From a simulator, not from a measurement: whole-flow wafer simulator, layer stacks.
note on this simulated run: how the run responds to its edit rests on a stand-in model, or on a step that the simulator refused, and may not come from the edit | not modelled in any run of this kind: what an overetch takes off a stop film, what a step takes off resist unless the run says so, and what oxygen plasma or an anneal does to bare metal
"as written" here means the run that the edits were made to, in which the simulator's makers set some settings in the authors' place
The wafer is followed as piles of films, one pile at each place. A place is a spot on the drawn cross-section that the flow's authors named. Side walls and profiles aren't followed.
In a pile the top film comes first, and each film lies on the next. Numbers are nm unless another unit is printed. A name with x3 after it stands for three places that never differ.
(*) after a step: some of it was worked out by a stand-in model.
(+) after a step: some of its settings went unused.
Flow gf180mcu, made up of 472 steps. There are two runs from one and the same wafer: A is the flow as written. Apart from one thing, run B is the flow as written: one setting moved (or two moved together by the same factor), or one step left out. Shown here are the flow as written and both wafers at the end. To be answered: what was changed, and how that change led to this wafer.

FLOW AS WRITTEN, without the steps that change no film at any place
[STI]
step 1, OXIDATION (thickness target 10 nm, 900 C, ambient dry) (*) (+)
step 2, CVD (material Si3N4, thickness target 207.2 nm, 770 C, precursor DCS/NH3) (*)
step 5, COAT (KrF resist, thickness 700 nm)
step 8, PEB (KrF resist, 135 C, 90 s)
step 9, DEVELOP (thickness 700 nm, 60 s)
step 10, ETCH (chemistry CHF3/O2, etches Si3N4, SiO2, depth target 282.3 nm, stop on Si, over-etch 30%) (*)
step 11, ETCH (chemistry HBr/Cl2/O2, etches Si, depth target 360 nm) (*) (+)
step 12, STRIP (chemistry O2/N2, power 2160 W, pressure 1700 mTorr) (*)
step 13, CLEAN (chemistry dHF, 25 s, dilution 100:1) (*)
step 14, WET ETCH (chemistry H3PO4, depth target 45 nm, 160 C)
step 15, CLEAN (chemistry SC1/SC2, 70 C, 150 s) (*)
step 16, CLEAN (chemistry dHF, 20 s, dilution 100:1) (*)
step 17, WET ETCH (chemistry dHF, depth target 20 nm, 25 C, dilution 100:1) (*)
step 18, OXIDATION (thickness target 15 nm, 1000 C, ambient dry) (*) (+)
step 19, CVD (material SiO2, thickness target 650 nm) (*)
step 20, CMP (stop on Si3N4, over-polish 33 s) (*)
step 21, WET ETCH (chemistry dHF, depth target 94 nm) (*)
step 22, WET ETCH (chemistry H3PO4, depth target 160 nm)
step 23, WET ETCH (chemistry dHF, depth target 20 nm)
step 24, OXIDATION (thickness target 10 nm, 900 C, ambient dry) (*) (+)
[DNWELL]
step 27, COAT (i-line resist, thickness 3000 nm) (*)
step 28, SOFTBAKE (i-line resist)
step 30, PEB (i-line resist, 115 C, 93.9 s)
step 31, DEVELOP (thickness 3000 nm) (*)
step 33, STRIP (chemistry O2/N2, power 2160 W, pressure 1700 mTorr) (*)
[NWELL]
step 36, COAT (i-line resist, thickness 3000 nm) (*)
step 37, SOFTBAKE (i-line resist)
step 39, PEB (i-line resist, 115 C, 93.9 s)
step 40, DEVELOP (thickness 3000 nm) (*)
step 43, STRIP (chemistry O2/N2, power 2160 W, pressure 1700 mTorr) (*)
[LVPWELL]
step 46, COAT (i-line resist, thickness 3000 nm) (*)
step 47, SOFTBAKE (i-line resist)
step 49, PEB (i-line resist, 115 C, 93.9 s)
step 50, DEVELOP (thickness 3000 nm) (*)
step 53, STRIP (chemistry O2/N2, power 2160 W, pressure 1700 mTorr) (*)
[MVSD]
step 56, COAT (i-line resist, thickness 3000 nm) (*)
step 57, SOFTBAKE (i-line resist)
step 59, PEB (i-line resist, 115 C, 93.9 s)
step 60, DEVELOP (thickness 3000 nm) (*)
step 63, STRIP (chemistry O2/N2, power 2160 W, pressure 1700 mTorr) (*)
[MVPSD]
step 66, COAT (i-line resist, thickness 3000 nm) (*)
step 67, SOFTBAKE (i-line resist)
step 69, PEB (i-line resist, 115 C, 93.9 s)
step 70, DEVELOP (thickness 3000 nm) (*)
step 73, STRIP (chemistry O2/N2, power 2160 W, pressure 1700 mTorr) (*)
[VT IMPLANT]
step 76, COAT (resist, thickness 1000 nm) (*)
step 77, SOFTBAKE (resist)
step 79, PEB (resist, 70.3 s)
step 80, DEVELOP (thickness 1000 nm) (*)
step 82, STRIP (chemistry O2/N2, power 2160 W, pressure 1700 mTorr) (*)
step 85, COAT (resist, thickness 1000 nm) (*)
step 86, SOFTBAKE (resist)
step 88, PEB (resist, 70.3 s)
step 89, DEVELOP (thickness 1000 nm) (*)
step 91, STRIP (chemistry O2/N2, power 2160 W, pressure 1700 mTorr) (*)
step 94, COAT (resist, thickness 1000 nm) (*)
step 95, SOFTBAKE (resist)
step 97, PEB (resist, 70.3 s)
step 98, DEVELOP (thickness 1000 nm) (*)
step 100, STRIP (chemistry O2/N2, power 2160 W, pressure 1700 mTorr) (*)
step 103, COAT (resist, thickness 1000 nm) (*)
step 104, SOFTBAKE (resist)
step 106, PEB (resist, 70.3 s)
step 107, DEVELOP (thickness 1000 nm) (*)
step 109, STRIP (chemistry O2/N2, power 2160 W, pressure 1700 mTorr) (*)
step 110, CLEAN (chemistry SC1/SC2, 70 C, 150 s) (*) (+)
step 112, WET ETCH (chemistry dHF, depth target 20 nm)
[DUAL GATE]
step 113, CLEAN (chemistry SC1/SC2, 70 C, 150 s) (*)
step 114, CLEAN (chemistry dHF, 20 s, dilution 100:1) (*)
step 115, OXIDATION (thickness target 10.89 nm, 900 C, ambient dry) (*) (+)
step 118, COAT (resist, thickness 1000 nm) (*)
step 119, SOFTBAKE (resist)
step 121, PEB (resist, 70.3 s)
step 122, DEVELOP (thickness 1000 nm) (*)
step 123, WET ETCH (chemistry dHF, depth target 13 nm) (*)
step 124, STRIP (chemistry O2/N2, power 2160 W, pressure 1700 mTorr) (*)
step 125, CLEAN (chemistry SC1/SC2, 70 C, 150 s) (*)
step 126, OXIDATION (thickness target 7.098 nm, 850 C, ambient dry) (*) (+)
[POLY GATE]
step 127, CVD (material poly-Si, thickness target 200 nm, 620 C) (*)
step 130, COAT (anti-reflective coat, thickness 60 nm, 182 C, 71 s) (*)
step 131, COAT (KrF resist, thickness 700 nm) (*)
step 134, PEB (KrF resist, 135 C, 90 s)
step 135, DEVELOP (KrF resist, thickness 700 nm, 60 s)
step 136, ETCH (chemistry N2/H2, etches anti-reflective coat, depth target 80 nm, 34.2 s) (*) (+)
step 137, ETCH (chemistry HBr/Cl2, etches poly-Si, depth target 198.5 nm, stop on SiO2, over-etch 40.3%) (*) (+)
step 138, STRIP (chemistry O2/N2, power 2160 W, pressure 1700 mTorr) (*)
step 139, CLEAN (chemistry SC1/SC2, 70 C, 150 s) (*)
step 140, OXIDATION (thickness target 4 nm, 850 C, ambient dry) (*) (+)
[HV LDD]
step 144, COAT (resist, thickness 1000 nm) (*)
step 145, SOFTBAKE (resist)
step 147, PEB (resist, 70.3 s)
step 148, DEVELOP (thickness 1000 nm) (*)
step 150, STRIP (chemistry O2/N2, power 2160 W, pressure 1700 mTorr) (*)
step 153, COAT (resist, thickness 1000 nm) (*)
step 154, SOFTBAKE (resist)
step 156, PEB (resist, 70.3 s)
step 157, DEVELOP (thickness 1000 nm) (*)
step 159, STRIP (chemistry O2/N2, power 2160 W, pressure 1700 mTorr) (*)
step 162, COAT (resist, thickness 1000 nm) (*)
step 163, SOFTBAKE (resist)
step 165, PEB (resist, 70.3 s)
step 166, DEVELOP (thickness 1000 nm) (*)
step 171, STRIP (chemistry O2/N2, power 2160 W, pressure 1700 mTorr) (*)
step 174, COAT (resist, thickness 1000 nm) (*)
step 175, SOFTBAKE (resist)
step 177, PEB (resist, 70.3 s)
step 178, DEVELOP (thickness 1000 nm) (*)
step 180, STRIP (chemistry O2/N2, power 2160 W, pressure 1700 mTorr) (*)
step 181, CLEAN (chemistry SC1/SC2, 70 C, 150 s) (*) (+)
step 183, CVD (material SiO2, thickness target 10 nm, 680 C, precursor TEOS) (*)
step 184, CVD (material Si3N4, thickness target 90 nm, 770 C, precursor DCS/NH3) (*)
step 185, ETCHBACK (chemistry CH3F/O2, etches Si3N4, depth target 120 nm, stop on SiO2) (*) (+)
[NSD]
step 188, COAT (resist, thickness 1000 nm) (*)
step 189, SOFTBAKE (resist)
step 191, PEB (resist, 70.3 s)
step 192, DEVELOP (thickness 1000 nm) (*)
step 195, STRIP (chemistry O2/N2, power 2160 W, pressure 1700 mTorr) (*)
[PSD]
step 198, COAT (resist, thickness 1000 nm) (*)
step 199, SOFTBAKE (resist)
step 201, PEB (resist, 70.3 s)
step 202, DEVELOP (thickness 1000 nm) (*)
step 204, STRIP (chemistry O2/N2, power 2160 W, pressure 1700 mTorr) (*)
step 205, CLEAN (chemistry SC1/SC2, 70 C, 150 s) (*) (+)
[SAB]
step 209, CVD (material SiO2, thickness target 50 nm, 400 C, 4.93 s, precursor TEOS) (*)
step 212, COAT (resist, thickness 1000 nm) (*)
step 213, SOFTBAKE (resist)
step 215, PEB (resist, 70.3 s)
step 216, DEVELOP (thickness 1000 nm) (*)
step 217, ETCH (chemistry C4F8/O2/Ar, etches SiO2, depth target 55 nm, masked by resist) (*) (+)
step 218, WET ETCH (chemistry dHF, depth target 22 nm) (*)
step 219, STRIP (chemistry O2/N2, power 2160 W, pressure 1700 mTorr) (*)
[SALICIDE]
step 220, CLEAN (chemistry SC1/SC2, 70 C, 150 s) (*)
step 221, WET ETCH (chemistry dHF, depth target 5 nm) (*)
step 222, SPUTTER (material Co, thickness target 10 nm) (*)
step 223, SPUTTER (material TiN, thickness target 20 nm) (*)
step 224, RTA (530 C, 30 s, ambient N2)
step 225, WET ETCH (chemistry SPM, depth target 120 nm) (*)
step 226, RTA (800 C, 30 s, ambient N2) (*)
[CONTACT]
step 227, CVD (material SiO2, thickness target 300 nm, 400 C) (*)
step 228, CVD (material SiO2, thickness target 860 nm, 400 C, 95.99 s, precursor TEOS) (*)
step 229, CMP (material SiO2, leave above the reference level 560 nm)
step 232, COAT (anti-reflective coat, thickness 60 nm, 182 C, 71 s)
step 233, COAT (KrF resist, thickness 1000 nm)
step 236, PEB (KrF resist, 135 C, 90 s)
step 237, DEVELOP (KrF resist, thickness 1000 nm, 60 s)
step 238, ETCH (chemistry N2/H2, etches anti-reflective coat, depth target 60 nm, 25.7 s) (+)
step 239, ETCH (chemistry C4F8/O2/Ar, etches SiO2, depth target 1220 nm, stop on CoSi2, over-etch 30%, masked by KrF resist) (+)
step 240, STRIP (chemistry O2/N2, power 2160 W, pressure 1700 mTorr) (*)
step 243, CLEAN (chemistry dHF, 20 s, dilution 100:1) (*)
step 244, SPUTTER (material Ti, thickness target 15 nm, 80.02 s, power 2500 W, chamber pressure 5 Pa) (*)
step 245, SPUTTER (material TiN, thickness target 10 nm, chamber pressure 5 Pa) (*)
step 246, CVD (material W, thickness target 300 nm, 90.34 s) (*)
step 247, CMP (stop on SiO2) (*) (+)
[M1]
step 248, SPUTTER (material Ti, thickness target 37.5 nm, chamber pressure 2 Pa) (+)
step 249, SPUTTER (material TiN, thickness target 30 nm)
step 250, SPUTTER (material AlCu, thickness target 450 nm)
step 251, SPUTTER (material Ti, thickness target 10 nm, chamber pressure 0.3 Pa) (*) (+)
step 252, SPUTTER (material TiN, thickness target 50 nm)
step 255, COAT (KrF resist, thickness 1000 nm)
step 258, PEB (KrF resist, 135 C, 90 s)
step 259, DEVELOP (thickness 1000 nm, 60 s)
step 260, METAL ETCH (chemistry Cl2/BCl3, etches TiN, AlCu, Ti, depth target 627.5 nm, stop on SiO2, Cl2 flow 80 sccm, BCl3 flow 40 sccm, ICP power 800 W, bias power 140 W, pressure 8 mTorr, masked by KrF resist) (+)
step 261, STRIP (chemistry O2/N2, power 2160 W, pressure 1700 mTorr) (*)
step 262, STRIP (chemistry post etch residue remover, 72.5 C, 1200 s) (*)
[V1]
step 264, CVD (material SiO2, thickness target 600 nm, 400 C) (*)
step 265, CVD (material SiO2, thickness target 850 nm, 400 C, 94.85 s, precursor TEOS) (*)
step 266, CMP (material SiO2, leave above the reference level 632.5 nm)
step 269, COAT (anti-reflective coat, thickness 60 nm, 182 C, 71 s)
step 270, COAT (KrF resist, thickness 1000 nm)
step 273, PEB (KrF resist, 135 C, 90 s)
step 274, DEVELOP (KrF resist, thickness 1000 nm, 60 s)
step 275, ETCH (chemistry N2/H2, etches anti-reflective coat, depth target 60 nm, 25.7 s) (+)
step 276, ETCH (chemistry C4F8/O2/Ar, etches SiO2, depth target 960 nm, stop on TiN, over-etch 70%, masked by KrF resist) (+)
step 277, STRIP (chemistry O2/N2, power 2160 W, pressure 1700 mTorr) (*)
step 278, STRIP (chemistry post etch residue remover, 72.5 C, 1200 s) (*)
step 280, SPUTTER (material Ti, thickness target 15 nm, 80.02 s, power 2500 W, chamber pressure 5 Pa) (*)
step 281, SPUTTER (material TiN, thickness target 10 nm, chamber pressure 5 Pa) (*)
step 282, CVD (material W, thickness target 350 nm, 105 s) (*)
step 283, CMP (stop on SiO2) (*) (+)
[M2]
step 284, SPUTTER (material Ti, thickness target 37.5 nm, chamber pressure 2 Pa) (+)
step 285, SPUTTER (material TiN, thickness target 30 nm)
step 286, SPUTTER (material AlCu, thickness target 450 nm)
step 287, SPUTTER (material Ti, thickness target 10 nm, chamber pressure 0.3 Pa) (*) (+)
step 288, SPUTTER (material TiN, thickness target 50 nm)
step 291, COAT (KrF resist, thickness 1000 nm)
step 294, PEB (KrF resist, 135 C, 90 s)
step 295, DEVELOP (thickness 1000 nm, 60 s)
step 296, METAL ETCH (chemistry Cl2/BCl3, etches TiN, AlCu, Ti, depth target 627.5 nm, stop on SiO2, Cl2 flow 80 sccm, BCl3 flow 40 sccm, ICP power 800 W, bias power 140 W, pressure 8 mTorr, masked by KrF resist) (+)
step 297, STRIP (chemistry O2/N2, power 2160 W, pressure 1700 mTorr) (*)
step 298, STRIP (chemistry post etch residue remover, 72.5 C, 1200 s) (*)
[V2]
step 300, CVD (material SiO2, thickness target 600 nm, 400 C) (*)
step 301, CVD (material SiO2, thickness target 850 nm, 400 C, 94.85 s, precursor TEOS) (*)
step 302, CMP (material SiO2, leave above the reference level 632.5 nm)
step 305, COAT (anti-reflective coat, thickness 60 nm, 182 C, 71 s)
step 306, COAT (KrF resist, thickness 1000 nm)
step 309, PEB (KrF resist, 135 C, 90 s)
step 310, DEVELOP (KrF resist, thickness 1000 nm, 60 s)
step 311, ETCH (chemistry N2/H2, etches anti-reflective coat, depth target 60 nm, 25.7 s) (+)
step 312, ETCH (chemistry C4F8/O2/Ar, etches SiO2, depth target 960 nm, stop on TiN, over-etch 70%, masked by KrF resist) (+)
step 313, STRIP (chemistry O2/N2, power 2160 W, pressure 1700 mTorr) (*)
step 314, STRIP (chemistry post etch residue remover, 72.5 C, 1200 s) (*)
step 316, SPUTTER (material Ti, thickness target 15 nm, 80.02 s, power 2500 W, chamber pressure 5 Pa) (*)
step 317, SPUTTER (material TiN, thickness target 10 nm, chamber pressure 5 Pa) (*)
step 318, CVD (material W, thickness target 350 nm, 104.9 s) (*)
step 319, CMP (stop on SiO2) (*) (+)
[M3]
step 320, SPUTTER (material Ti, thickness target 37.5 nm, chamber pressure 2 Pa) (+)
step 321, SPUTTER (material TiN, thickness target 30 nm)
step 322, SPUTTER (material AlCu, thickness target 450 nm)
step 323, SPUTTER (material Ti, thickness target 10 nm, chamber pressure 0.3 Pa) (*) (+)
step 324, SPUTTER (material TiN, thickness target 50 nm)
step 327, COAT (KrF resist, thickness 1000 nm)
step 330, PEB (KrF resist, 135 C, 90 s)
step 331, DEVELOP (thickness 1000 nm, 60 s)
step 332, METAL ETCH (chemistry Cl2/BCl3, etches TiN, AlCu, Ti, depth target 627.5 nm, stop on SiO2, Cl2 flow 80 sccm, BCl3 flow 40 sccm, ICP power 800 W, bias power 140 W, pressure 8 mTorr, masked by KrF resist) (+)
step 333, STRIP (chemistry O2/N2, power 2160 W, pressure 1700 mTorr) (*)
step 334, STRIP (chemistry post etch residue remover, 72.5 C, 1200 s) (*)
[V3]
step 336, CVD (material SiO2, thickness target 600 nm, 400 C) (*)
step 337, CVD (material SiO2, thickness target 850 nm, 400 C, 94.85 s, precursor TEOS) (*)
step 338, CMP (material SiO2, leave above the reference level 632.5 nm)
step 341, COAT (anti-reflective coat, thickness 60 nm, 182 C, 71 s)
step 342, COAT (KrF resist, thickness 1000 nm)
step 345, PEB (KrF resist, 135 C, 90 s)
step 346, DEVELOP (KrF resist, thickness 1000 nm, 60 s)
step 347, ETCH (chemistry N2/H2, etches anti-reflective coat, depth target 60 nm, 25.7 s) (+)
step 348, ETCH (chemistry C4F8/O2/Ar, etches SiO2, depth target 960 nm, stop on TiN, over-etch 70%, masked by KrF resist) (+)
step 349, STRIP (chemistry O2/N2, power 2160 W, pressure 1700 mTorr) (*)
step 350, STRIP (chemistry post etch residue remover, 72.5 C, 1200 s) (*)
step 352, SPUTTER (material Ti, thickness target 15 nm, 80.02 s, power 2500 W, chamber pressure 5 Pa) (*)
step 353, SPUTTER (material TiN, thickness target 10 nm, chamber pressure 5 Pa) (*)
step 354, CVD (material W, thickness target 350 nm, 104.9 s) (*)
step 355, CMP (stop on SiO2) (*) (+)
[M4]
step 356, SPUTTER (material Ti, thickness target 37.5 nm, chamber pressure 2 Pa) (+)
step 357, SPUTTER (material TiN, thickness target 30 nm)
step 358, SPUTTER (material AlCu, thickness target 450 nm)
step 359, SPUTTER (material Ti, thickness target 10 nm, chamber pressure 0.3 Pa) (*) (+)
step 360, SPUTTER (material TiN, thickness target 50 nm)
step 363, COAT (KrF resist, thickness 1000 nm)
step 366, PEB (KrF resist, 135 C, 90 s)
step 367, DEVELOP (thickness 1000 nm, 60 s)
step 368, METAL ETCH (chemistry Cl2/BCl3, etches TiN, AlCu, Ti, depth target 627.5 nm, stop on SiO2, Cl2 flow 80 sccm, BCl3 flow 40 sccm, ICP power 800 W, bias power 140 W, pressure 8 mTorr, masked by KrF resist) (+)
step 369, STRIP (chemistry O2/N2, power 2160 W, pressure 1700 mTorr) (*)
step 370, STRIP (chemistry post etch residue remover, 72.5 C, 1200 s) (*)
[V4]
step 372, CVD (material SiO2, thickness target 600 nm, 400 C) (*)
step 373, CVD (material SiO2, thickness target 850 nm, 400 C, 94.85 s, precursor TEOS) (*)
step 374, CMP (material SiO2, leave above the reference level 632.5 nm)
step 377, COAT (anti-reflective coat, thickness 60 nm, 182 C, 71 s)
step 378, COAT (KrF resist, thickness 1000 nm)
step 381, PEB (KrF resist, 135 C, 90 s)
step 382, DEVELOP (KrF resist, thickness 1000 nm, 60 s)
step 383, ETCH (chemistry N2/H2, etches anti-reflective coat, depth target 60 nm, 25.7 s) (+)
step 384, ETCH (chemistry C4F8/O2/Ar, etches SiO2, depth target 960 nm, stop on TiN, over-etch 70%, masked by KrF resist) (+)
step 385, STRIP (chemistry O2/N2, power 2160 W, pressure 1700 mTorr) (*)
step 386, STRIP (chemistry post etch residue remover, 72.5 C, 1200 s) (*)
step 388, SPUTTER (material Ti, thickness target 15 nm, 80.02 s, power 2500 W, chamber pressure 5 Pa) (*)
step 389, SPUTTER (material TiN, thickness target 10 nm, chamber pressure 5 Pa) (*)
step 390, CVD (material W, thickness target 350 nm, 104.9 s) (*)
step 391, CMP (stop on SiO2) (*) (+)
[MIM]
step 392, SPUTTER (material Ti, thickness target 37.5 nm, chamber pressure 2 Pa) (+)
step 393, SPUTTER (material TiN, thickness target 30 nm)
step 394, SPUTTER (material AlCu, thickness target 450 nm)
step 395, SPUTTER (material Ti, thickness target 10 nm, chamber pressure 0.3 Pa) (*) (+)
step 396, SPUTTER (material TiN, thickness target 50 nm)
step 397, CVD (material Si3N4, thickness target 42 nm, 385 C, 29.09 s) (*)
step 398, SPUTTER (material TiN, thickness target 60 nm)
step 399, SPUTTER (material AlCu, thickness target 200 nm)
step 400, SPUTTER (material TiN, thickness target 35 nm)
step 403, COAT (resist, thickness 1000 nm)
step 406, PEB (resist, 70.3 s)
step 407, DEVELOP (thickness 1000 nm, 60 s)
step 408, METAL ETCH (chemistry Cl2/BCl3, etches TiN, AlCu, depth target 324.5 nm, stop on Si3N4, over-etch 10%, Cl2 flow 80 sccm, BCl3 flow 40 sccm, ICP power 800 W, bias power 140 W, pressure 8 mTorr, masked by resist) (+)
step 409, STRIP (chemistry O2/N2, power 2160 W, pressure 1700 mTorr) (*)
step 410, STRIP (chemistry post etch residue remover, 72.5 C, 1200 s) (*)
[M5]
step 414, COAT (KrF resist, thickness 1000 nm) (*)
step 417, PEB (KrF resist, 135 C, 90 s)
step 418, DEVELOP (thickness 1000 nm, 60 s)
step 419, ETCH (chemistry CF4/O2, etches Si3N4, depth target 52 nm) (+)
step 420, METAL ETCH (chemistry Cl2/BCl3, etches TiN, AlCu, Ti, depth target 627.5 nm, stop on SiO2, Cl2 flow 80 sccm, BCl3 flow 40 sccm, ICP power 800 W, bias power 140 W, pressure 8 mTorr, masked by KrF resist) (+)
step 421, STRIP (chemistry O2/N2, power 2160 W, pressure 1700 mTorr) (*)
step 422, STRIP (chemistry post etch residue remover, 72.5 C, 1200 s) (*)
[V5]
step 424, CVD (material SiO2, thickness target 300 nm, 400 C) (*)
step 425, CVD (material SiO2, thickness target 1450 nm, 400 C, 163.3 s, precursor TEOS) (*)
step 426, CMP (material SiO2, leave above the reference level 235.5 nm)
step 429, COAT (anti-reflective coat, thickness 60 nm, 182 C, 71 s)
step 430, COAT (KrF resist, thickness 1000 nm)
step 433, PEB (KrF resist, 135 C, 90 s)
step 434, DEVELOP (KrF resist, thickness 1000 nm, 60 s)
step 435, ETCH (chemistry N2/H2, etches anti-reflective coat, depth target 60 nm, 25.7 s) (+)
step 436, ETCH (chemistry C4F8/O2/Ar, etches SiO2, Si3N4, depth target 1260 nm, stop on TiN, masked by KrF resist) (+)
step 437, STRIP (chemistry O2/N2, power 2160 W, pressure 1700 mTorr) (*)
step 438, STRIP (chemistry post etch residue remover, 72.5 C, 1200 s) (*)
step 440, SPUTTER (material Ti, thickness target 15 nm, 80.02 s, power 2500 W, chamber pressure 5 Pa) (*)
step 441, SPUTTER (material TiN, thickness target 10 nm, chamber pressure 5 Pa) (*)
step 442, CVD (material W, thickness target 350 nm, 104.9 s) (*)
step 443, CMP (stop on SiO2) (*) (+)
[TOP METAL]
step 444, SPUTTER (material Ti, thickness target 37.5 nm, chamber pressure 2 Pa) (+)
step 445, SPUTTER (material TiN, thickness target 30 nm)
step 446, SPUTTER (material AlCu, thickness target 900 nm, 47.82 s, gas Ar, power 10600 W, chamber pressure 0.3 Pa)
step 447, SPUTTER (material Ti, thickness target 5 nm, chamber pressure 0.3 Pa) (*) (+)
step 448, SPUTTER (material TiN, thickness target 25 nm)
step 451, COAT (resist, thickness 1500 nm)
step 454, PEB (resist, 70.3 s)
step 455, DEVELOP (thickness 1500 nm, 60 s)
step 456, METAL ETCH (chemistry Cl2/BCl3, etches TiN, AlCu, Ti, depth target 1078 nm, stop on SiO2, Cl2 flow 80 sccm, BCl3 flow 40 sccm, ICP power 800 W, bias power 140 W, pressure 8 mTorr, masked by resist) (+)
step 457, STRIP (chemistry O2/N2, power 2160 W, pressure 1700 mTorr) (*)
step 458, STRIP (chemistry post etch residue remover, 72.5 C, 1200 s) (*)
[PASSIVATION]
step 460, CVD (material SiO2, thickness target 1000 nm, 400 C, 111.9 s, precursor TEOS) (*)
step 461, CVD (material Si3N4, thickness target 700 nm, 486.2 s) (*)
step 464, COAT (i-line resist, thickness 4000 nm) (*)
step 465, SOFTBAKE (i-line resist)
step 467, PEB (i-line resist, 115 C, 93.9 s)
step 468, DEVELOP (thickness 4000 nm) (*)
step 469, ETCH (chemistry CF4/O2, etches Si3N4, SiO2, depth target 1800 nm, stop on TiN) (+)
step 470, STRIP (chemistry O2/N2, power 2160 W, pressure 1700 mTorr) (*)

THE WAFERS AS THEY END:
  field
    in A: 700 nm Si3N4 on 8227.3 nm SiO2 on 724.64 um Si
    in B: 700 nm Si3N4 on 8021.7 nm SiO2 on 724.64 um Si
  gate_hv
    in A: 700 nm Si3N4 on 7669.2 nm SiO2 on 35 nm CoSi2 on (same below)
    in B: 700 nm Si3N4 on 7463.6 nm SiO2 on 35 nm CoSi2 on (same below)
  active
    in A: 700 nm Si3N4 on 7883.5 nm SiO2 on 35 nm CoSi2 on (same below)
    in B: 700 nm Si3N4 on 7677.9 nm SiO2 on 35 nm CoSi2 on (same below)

The reason: step 338, CMP: leave above the reference level 426.9 nm was run, while the flow as written has leave above the reference level 632.5 nm.

How this came from the change, step by step:
  step 338, CMP (material SiO2, leave above the reference level 632.5 nm)
      field, field__w1, field__w2 and 103 more: A SiO2 loses 300 | B SiO2 loses 505.6
      field__w8, contact, m1, m1__w1, m1_nw: A SiO2 loses 877.1 | B SiO2 loses 1082.7
  step 348, ETCH (chemistry C4F8/O2/Ar, etches SiO2, depth target 960 nm, stop on TiN, over-etch 70%, masked by KrF resist) (+)
      field, field__w1, field__w2 and 107 more: A KrF resist loses 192 | B KrF resist loses 124.7
      contact: A SiO2 loses 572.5 (all of it) | B SiO2 loses 366.9 (all of it)
  step 349, STRIP (chemistry O2/N2, power 2160 W, pressure 1700 mTorr) (*)
      field, field__w1, field__w2 and 107 more: A KrF resist loses 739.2 (all of it), anti-reflective coat loses 60 (all of it) | B KrF resist loses 806.5 (all of it), anti-reflective coat loses 60 (all of it)
  step 352, SPUTTER (material Ti, thickness target 15 nm, 80.02 s, power 2500 W, chamber pressure 5 Pa) (*)
      contact: A Ti gains 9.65 (new film) | B Ti gains 10.9 (new film)
  step 353, SPUTTER (material TiN, thickness target 10 nm, chamber pressure 5 Pa) (*)
      contact: A TiN gains 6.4 (new film) | B TiN gains 7.26 (new film)
  step 354, CVD (material W, thickness target 350 nm, 104.9 s) (*)
      contact: A W gains 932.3 (new film) | B W gains 724.6 (new film)
